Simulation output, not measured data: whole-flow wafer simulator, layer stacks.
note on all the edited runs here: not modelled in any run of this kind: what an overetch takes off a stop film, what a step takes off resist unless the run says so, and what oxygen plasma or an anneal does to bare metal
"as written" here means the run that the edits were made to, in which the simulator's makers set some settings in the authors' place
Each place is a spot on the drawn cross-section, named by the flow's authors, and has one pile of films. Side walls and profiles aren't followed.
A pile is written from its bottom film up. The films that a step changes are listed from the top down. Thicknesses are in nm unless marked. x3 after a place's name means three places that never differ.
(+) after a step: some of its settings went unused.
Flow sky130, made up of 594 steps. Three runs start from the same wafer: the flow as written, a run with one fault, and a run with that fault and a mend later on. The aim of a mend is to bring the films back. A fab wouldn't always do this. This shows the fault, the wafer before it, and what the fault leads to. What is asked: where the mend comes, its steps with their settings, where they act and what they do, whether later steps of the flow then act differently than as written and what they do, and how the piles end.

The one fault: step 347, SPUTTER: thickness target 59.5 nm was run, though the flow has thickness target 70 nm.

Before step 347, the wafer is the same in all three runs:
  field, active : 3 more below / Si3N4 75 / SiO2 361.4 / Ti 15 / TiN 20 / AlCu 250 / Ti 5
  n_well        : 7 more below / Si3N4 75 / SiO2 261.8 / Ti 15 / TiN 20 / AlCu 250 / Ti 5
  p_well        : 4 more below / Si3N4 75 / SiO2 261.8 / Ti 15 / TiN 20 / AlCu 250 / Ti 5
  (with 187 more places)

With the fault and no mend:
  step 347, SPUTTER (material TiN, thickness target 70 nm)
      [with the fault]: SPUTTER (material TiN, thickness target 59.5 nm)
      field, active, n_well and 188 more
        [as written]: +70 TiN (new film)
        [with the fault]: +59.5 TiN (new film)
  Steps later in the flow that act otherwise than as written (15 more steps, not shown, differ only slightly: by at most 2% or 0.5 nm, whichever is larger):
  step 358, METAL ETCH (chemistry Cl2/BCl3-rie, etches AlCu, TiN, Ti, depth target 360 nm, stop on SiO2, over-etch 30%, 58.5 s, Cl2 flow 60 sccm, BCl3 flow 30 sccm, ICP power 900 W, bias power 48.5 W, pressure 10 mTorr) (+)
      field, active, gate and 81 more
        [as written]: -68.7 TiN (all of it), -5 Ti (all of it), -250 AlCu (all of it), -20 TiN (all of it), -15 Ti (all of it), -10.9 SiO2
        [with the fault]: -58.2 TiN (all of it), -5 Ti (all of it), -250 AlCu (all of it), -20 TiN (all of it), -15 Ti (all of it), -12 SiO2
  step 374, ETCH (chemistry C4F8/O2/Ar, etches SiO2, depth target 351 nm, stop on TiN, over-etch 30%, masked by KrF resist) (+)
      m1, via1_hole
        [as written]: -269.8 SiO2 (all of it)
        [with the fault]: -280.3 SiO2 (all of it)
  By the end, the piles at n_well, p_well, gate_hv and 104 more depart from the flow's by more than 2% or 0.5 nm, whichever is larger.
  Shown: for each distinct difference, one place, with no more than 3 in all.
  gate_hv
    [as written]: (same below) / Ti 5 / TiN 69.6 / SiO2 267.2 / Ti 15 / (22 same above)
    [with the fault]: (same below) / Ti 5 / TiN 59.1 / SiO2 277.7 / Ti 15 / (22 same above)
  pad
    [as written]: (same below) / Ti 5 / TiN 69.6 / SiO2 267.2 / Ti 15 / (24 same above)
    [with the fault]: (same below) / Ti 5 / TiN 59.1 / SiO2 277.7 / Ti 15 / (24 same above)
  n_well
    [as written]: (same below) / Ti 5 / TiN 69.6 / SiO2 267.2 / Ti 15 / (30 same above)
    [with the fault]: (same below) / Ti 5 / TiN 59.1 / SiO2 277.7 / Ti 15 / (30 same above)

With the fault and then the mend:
  The mend follows step 347.
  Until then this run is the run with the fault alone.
  step 347a, SPUTTER (material TiN, thickness target 10.5 nm) (a further turn of the flow's step 347, with different settings)
      field, active, n_well and 188 more
        +10.5 TiN
  Later steps of the flow that are run all act as written at every place that is followed, up to a difference of at most 2% or 0.5 nm, whichever is larger.
  At every place that both follow, the piles at the end match the flow's.
